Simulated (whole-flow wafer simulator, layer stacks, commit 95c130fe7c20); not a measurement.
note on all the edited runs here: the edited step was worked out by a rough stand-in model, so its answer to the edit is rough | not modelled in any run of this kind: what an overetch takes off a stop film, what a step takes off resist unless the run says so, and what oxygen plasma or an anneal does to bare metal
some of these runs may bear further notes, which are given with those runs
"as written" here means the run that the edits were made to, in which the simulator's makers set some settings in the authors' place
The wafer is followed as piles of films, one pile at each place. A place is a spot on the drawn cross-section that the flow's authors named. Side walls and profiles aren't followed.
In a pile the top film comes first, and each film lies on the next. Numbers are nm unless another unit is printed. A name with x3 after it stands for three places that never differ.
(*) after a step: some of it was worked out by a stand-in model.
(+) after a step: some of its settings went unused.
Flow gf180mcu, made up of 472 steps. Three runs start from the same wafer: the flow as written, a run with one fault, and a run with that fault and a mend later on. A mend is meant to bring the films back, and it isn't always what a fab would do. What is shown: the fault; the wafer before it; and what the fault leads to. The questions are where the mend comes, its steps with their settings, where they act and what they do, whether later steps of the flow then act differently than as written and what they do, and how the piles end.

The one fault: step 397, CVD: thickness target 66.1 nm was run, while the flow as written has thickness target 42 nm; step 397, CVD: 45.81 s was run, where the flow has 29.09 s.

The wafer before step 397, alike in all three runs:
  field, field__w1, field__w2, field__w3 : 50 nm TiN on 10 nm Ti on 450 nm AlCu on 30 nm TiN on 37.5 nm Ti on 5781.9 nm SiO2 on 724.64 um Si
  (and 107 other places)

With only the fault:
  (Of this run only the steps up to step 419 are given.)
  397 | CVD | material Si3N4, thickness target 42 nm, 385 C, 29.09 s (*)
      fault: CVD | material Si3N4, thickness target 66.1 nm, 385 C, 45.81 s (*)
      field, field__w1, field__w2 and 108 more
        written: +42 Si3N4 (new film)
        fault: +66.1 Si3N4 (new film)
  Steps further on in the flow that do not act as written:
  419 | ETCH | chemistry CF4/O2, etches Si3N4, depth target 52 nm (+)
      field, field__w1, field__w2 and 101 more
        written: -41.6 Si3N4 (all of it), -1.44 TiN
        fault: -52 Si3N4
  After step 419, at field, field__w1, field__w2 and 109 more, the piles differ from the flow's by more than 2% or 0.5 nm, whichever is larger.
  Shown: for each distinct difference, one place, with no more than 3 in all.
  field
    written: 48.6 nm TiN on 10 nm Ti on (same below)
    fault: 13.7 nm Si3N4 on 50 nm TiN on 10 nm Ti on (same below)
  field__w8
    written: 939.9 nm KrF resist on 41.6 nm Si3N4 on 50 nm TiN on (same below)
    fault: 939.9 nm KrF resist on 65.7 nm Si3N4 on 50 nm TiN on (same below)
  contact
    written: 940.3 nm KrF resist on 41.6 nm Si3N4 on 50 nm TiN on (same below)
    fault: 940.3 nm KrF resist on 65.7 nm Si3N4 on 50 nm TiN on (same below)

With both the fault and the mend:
  The mend follows step 397.
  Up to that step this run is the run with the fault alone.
  397a | WET ETCH | chemistry H3PO4, depth target 24.1 nm, 160 C (a further turn of the flow's step 14, with different settings)
      field, field__w1, field__w2 and 108 more
        -24.1 Si3N4
  None of the later steps of the flow differs from how it acts as written, at any place that is followed, by more than 2% or 0.5 nm, whichever is larger.
  At the end the piles are close to the flow's at the places that both follow, differing by at most 2% or 0.5 nm, whichever is larger.
